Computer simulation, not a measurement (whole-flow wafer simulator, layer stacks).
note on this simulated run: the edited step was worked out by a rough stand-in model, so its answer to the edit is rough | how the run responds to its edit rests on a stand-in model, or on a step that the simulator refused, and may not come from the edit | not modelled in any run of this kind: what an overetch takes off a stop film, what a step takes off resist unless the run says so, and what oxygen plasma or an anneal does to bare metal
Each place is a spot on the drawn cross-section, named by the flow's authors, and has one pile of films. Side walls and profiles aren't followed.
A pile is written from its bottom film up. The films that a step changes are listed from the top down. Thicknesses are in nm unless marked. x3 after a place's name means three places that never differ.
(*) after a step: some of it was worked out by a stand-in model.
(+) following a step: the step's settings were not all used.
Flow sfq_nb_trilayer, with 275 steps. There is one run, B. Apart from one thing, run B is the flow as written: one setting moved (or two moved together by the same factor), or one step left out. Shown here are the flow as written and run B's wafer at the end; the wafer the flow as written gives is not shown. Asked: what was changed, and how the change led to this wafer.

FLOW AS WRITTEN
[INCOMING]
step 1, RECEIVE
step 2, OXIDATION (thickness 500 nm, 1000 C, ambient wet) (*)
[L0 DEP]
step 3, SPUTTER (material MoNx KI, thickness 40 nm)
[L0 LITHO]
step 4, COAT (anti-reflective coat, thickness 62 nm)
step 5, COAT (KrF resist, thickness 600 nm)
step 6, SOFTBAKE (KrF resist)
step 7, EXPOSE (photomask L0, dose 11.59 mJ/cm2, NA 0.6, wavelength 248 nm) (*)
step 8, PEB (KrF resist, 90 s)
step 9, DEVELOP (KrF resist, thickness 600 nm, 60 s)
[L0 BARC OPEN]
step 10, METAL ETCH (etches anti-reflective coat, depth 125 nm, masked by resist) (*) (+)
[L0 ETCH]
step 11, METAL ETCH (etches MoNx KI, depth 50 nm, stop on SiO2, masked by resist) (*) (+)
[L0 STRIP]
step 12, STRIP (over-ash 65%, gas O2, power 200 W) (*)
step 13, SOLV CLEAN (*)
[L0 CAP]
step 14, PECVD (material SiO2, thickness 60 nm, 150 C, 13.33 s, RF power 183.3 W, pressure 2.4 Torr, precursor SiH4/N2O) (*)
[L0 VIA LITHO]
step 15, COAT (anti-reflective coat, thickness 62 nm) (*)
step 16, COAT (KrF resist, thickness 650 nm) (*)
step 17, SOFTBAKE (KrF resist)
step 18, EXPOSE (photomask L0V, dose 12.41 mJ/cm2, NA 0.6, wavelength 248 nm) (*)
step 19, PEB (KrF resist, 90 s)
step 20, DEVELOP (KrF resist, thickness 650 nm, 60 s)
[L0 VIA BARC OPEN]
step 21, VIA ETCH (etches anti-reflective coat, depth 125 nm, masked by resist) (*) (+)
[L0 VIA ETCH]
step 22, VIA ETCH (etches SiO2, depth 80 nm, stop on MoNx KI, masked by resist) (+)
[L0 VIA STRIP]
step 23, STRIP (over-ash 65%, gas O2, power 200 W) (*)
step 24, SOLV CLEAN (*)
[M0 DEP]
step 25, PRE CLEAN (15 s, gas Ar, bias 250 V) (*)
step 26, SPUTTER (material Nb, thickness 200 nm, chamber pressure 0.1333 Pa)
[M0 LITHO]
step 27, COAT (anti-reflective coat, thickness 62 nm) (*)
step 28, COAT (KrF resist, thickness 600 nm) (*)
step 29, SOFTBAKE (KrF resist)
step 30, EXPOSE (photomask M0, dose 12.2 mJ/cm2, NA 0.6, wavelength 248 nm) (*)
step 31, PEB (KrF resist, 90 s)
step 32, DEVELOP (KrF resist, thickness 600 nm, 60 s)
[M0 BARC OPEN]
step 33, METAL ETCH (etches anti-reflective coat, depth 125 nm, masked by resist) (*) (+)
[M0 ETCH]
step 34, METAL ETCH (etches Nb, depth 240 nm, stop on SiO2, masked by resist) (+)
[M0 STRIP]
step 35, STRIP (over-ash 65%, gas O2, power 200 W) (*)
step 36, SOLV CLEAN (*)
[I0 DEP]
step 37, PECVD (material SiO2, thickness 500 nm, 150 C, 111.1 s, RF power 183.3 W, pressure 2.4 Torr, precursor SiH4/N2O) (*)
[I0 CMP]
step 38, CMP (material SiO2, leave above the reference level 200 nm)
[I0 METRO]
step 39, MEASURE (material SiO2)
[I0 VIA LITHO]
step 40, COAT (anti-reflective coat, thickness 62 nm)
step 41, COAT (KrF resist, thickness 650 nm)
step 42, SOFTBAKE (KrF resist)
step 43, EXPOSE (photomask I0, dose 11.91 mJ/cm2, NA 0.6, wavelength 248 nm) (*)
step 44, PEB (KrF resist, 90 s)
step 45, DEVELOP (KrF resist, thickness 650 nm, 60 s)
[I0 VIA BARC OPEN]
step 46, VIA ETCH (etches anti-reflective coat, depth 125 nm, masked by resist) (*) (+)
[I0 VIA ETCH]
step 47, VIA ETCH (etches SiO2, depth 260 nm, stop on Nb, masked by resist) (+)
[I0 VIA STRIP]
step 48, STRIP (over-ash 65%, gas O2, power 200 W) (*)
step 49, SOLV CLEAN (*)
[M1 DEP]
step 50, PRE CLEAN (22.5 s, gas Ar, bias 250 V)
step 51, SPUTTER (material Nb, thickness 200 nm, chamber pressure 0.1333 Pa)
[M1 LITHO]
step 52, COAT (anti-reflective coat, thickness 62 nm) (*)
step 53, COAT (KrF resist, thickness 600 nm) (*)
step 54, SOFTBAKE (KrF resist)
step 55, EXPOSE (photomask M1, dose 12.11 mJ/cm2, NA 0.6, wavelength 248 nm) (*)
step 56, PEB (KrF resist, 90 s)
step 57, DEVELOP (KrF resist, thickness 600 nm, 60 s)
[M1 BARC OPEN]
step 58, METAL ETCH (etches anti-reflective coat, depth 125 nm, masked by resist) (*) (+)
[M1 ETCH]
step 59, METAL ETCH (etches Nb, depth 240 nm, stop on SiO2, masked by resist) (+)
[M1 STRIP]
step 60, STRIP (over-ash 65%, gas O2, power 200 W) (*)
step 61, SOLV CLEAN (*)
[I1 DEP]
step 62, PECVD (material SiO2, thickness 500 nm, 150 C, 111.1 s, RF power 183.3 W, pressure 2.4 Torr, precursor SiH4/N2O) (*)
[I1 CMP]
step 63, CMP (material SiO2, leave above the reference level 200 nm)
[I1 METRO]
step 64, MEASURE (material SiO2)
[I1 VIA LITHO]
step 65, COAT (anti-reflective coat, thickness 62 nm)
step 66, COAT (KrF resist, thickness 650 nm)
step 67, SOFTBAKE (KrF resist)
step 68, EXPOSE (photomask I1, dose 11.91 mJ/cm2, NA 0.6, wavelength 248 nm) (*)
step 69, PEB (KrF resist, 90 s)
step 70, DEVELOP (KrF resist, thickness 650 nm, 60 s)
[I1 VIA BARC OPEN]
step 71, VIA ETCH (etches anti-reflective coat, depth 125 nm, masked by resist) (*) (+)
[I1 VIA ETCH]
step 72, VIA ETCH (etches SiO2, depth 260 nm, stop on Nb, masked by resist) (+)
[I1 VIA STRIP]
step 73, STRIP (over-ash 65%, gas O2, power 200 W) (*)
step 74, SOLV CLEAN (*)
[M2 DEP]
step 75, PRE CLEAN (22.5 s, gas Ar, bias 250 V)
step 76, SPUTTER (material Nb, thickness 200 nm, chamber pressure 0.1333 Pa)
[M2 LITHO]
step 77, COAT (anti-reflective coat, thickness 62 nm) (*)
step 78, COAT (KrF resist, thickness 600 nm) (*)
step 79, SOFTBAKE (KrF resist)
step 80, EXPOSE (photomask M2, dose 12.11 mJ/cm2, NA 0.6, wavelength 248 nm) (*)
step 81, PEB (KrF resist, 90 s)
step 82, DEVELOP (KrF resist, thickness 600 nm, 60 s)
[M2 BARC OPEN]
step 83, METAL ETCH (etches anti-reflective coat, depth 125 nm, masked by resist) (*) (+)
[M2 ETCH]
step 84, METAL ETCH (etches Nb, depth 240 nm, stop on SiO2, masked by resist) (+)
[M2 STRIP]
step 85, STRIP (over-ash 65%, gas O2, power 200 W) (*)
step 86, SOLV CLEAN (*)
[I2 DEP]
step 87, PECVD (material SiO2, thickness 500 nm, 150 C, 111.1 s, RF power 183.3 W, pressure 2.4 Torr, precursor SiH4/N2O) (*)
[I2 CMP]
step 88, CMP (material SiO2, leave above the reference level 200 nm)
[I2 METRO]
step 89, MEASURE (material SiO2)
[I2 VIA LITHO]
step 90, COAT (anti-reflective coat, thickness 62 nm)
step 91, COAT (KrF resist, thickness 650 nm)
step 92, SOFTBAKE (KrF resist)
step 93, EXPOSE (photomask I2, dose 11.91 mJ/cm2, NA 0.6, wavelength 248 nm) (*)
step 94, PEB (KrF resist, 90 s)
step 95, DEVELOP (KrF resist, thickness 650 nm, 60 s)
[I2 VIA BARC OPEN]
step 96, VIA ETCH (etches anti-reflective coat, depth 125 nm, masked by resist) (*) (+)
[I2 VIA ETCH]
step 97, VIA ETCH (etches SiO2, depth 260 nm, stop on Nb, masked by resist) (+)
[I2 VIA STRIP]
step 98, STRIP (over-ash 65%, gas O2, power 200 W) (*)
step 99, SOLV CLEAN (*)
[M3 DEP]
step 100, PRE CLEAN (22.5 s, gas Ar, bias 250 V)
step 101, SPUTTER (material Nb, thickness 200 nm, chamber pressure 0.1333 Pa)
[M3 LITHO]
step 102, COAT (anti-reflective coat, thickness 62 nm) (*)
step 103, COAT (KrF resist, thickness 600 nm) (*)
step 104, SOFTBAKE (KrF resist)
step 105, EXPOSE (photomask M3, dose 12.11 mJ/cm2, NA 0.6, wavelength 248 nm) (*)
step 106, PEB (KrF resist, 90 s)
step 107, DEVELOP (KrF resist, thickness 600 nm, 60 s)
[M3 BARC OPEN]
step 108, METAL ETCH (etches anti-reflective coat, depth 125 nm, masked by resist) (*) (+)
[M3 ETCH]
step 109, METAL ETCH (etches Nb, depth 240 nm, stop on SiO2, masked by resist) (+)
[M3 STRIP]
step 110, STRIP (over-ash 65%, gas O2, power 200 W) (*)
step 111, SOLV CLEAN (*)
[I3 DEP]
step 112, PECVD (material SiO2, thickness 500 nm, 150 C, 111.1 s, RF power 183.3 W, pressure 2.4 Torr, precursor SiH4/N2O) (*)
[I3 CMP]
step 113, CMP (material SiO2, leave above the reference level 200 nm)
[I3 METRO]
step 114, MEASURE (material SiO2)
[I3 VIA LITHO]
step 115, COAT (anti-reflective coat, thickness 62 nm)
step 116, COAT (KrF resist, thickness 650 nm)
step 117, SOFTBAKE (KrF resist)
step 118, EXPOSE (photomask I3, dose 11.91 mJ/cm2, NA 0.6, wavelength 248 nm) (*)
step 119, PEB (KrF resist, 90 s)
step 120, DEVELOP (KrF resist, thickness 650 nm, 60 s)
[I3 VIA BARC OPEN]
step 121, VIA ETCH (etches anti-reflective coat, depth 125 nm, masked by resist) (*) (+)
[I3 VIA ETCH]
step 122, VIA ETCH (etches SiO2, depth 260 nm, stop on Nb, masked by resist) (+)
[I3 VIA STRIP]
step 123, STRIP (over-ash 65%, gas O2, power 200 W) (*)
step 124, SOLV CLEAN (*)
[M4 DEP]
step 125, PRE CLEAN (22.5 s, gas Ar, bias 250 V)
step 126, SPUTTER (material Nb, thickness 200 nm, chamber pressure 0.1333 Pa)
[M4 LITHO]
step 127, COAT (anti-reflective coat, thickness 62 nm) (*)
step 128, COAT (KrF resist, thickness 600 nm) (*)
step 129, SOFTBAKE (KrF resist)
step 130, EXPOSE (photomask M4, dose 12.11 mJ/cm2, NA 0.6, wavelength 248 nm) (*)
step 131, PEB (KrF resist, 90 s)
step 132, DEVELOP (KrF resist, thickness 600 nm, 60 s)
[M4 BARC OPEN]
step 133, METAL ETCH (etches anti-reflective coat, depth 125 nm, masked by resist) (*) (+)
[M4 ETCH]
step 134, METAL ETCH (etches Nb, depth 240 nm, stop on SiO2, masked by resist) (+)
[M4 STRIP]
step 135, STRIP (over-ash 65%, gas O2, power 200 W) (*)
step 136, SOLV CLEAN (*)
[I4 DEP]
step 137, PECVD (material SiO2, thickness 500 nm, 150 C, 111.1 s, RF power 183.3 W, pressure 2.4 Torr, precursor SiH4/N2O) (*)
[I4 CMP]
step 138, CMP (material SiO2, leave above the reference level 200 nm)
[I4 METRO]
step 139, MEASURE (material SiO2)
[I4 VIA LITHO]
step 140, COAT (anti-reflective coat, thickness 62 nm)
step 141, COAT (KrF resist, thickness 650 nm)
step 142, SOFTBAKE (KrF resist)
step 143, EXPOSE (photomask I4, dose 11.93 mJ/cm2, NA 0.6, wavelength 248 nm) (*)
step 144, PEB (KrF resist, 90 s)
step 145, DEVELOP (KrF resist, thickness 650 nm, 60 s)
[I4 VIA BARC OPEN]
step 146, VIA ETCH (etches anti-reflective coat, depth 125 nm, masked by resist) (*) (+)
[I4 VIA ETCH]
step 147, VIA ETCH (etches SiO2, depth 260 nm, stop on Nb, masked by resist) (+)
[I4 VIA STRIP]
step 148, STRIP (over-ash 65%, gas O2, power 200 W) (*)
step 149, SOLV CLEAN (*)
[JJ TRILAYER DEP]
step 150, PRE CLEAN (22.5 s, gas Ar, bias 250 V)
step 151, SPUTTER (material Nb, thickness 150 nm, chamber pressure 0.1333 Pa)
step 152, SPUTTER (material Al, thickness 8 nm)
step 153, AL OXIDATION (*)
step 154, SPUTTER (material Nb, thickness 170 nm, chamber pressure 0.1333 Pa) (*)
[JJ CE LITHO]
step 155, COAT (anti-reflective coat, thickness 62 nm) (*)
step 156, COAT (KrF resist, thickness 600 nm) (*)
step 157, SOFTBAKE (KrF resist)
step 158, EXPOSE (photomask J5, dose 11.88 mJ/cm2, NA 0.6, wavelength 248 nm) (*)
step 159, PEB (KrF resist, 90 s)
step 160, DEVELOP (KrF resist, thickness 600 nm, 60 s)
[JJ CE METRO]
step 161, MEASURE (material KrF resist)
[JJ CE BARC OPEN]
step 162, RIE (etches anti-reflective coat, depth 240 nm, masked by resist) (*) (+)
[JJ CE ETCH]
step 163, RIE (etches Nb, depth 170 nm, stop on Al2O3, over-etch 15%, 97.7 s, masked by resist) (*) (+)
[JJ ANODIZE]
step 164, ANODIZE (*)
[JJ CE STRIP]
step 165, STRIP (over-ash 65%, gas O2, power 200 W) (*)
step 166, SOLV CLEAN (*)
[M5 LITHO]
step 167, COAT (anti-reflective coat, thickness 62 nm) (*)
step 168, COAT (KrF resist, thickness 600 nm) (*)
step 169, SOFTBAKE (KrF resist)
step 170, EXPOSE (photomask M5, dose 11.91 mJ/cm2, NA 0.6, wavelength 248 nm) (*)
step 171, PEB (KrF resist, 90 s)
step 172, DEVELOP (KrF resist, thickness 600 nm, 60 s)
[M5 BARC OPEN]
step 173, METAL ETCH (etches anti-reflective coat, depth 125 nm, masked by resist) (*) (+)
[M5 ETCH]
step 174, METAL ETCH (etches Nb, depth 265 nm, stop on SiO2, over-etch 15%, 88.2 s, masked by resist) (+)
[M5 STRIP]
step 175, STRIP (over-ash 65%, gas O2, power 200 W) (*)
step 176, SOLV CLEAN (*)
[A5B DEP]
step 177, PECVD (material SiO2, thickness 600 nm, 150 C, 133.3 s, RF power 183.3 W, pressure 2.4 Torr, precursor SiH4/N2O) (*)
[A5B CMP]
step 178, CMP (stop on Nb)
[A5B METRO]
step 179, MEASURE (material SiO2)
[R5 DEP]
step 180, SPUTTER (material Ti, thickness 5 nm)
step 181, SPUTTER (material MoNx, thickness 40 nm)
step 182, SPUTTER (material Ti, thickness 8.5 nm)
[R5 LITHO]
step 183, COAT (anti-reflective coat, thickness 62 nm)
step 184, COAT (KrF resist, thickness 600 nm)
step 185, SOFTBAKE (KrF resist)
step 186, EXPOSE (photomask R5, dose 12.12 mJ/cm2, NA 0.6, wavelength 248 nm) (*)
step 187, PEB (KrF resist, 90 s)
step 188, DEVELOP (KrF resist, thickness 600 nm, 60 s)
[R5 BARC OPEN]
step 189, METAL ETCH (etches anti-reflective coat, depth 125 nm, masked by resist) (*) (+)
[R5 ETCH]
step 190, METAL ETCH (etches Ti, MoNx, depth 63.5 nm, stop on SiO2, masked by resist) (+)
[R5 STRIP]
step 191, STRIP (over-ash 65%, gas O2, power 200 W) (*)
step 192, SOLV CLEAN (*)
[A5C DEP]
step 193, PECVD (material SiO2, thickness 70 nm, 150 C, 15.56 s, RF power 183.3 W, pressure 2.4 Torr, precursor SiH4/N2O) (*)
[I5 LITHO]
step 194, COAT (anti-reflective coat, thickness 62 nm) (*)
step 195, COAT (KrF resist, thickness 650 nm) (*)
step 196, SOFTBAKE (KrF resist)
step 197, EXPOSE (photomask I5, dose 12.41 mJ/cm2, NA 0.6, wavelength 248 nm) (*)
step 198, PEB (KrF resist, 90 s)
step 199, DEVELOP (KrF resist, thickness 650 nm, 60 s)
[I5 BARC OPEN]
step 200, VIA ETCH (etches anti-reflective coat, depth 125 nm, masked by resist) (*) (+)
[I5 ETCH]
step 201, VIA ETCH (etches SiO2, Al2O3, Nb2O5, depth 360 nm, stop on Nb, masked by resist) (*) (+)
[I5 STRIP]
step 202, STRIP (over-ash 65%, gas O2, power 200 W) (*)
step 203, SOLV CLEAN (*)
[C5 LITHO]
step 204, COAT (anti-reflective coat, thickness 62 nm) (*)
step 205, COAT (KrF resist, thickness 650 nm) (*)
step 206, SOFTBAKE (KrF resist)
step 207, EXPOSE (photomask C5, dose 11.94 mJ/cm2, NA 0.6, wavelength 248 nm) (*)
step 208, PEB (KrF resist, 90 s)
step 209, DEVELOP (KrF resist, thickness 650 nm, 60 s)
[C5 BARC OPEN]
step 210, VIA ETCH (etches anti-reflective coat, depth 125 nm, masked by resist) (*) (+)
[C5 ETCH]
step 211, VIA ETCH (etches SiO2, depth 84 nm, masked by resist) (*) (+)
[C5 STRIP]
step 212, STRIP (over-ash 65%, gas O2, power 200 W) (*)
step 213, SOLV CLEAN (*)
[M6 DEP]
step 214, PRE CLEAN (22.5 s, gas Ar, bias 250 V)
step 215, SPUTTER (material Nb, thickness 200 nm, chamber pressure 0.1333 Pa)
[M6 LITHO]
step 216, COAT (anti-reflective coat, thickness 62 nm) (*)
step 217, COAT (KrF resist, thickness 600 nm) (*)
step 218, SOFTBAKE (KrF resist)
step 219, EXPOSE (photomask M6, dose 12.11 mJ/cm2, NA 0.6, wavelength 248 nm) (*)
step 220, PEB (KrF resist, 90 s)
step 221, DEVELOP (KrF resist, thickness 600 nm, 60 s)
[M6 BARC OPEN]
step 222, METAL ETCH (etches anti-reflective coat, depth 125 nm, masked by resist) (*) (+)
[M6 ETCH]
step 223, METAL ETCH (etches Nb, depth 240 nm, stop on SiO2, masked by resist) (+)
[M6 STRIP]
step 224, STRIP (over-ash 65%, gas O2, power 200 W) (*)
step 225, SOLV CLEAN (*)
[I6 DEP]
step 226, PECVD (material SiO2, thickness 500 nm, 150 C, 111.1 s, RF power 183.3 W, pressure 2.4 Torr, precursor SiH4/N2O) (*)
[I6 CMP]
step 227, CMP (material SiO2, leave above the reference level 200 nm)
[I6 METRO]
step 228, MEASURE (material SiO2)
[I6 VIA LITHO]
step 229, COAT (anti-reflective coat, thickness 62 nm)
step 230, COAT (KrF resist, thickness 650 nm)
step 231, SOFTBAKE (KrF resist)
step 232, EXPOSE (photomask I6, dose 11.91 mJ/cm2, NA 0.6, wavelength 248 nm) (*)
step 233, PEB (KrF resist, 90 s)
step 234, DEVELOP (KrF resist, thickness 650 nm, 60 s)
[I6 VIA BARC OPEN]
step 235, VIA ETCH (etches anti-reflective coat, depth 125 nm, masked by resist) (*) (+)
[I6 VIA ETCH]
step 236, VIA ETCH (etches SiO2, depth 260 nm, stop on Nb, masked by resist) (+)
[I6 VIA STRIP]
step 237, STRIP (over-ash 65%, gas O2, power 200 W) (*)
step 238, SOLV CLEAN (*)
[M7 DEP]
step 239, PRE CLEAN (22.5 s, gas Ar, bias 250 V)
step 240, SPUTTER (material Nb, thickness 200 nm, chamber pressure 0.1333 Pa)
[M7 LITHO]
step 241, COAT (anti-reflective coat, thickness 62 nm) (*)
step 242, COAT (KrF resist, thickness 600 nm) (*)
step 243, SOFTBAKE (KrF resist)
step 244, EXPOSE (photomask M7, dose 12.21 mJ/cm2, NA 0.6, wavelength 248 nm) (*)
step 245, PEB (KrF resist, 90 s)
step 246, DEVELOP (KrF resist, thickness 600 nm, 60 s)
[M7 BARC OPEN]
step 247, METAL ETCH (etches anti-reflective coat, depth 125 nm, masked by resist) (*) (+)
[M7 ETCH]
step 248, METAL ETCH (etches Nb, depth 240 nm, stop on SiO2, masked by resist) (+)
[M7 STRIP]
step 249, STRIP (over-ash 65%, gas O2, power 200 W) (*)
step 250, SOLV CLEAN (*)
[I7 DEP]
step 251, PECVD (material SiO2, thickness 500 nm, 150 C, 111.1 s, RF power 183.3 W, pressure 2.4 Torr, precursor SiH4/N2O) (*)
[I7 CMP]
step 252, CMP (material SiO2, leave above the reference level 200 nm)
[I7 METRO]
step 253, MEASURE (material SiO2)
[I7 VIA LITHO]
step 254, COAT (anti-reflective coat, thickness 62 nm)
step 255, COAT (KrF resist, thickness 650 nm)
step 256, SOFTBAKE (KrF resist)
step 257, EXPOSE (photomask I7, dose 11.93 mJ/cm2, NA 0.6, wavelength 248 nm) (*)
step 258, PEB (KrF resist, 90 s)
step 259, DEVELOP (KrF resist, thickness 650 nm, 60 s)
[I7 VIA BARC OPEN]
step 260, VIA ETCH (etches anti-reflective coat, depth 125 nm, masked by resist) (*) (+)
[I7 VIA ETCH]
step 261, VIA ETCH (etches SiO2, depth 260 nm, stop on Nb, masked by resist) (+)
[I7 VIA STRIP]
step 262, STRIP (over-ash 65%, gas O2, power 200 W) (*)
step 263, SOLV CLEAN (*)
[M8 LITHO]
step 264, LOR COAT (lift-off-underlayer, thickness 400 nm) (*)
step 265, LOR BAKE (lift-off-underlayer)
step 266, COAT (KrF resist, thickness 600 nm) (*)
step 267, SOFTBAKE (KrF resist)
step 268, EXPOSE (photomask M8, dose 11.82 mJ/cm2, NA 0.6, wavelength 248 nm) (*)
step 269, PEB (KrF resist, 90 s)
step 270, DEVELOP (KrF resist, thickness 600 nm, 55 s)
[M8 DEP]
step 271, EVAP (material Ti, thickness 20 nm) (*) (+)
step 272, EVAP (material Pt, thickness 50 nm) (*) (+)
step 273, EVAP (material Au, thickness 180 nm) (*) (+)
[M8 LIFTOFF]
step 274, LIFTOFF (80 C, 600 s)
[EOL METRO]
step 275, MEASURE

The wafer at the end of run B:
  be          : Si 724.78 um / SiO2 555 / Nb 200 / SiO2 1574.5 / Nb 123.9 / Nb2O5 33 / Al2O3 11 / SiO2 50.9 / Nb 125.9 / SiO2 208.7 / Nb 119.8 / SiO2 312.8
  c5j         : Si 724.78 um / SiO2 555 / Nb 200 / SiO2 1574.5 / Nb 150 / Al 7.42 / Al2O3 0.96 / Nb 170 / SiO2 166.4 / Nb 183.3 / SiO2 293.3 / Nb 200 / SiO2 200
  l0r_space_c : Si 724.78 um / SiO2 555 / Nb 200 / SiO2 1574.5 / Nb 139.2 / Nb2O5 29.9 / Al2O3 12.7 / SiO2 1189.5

What caused this: step 137, PECVD: thickness 212 nm was run, whereas the flow has thickness 500 nm; step 137, PECVD: 47.22 s was run, where the flow has 111.1 s.

Step by step, how the change led to this:
  step 137, PECVD (material SiO2, thickness 500 nm, 150 C, 111.1 s, RF power 183.3 W, pressure 2.4 Torr, precursor SiH4/N2O) (*)
      field_l, be, be_sur and 55 more: SiO2 gains 212 (it would be, as written: SiO2 gains 500)
      v_sur, via_wl, via_w and 35 more: SiO2 gains 212 (new film) (it would be, as written: SiO2 gains 500 (new film))
      (and at 10 other places as well)
  step 138, CMP (material SiO2, leave above the reference level 200 nm)
      field_l, be, be_sur and 55 more: nothing (it would be, as written: SiO2 loses 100)
      p3_s0, p3_s1, p3_s2, p3_s3, p3_s4, p3_s5: nothing (it would be, as written: SiO2 loses 157.1)
      (and at 42 other places as well)
  step 140, COAT (anti-reflective coat, thickness 62 nm)
      ce_l, sp_r, be_r, r_sur, l0v, m8r_pad_w: anti-reflective coat gains 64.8 (new film) (it would be, as written: anti-reflective coat gains 62 (new film))
      p3_l1, p3_l2, p3_l3, p3_l4: anti-reflective coat gains 42.7 (new film) (it would be, as written: anti-reflective coat gains 62 (new film))
      (and at 79 other places as well)
  step 141, COAT (KrF resist, thickness 650 nm)
      m0r_line_l, m6r_line_l, m7r_line_l: KrF resist gains 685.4 (new film) (it would be, as written: KrF resist gains 650 (new film))
      m0r_space_l, m6r_space_l, m7r_space_l: KrF resist gains 675.6 (new film) (it would be, as written: KrF resist gains 650 (new film))
      (and at 82 other places as well)
  step 145, DEVELOP (KrF resist, thickness 650 nm, 60 s)
      via_wl: KrF resist loses 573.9 (all of it) (it would be, as written: KrF resist loses 648.6 (all of it))
      via_w: KrF resist loses 583.1 (all of it) (it would be, as written: KrF resist loses 648.6 (all of it))
      (and at 1 other place as well)
  step 146, VIA ETCH (etches anti-reflective coat, depth 125 nm, masked by resist) (*) (+)
      field_l, v_sur, via_sp and 100 more: KrF resist loses 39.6 (it would be, as written: KrF resist loses 51.7)
      via_wl: anti-reflective coat loses 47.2 (all of it), SiO2 loses 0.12 (it would be, as written: anti-reflective coat loses 62 (all of it), SiO2 loses 0.16)
      (and at 2 other places as well)
  step 148, STRIP (over-ash 65%, gas O2, power 200 W) (*)
      p4_fl, p4_fm, p4_w1, p4_g1, p4_w2, p4_g2, p4_w3, p4_fr: KrF resist loses 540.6 (all of it), anti-reflective coat loses 62 (all of it) (it would be, as written: KrF resist loses 528.6 (all of it), anti-reflective coat loses 62 (all of it))
      m0r_line_l, m6r_line_l, m7r_line_l: KrF resist loses 576 (all of it), anti-reflective coat loses 61.8 (all of it) (it would be, as written: KrF resist loses 528.6 (all of it), anti-reflective coat loses 62 (all of it))
      (and at 92 other places as well)
  step 151, SPUTTER (material Nb, thickness 150 nm, chamber pressure 0.1333 Pa)
      lsp_r, l0_sur, l0v: Nb gains 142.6 (new film) (it would be, as written: Nb gains 150 (new film))
      be, lsp_l: Nb gains 135.7 (new film) (it would be, as written: Nb gains 150 (new film))
      (and at 1 other place as well)
  step 152, SPUTTER (material Al, thickness 8 nm)
      be, lsp_l: Al gains 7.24 (new film) (it would be, as written: Al gains 8 (new film))
      via_v: Al gains 5.89 (new film) (it would be, as written: Al gains 8 (new film))
  step 154, SPUTTER (material Nb, thickness 170 nm, chamber pressure 0.1333 Pa) (*)
      lsp_r, l0_sur, l0v: Nb gains 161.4 (new film) (it would be, as written: Nb gains 170 (new film))
      be, lsp_l: Nb gains 152.5 (new film) (it would be, as written: Nb gains 170 (new film))
      (and at 1 other place as well)
  step 155, COAT (anti-reflective coat, thickness 62 nm) (*)
      m0r_space_l, m0r_space_r, m6r_space_l, m6r_space_r, m7r_space_l, m7r_space_r: anti-reflective coat gains 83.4 (new film) (it would be, as written: anti-reflective coat gains 62 (new film))
      p3_l1, p3_l2, p3_l3, p3_l4: anti-reflective coat gains 44.2 (new film) (it would be, as written: anti-reflective coat gains 62 (new film))
      (and at 81 other places as well)
  step 156, COAT (KrF resist, thickness 600 nm) (*)
      m0r_line_l, m0r_line_r, m6r_line_l, m6r_line_r, m7r_line_l, m7r_line_r: KrF resist gains 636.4 (new film) (it would be, as written: KrF resist gains 600 (new film))
      m0r_space_l, m0r_space_r, m6r_space_l, m6r_space_r, m7r_space_l, m7r_space_r: KrF resist gains 624.4 (new film) (it would be, as written: KrF resist gains 600 (new film))
      (and at 74 other places as well)
  step 160, DEVELOP (KrF resist, thickness 600 nm, 60 s)
      m0r_line_l, m0r_line_r, m6r_line_l, m6r_line_r, m7r_line_l, m7r_line_r: KrF resist loses 635 (all of it) (it would be, as written: KrF resist loses 598.7 (all of it))
      m0r_space_l, m0r_space_r, m6r_space_l, m6r_space_r, m7r_space_l, m7r_space_r: KrF resist loses 623.1 (all of it) (it would be, as written: KrF resist loses 598.7 (all of it))
      (and at 73 other places as well)
  step 162, RIE (etches anti-reflective coat, depth 240 nm, masked by resist) (*) (+)
      m0r_space_l, m0r_space_r, m6r_space_l, m6r_space_r, m7r_space_l, m7r_space_r: anti-reflective coat loses 83.4 (all of it) (it would be, as written: anti-reflective coat loses 62 (all of it))
      ce_l, c5j, ce_r, wl_jj: KrF resist loses 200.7 (it would be, as written: KrF resist loses 209.4)
      (and at 81 other places as well)
  step 163, RIE (etches Nb, depth 170 nm, stop on Al2O3, over-etch 15%, 97.7 s, masked by resist) (*) (+)
      lsp_r, l0_sur, l0v: Nb loses 161.4 (all of it), Al2O3 loses 0.96 (all of it) (it would be, as written: Nb loses 170 (all of it), Al2O3 loses 0.51)
      be, lsp_l: Nb loses 152.5 (all of it), Al2O3 loses 0.96 (all of it) (it would be, as written: Nb loses 170 (all of it), Al2O3 loses 0.51)
      (and at 1 other place as well)
  step 164, ANODIZE (*)
      lsp_r, l0_sur, l0v: Al2O3 gains 11.5 (new film), Nb2O5 gains 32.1 (new film), Al loses 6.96 (all of it), Nb loses 11.5 (it would be, as written: Al2O3 gains 12.2, Nb2O5 gains 29.9 (new film), Al loses 7.42 (all of it), Nb loses 10.8)
      be, lsp_l: Al2O3 gains 11 (new film), Nb2O5 gains 33 (new film), Al loses 6.66 (all of it), Nb loses 11.9 (it would be, as written: Al2O3 gains 12.2, Nb2O5 gains 29.9 (new film), Al loses 7.42 (all of it), Nb loses 10.8)
      (and at 1 other place as well)
  ... 46 further steps ...
  step 274, LIFTOFF (80 C, 600 s)
      be: Au loses 180 (all of it), Pt loses 50 (all of it), Ti loses 20 (all of it), KrF resist loses 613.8 (all of it), lift-off-underlayer loses 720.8 (all of it) (it would be, as written: Au loses 180 (all of it), Pt loses 50 (all of it), Ti loses 20 (all of it), KrF resist loses 572.1 (all of it), lift-off-underlayer loses 398.5 (all of it))
      be_sur: Au loses 180 (all of it), Pt loses 50 (all of it), Ti loses 20 (all of it), KrF resist loses 587.3 (all of it), lift-off-underlayer loses 366.3 (all of it) (it would be, as written: Au loses 180 (all of it), Pt loses 50 (all of it), Ti loses 20 (all of it), KrF resist loses 572.6 (all of it), lift-off-underlayer loses 398.9 (all of it))
      (and at 1 other place as well)
Taking metal films that touch as one body, be has 4 bodies (between them, from the top down: SiO2 208.7; SiO2 50.9 / Al2O3 11 / Nb2O5 33; SiO2 1574.5); the flow as written gives 3 bodies (between them, from the top down: SiO2 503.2; SiO2 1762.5).
Taking metal films that touch as one body, c5j has 5 bodies (between them, from the top down: SiO2 293.3; SiO2 166.4; Al2O3 0.96; SiO2 1574.5); the flow as written gives 4 bodies (between them, from the top down: SiO2 284.2; Al2O3 0.96; SiO2 1762.5).
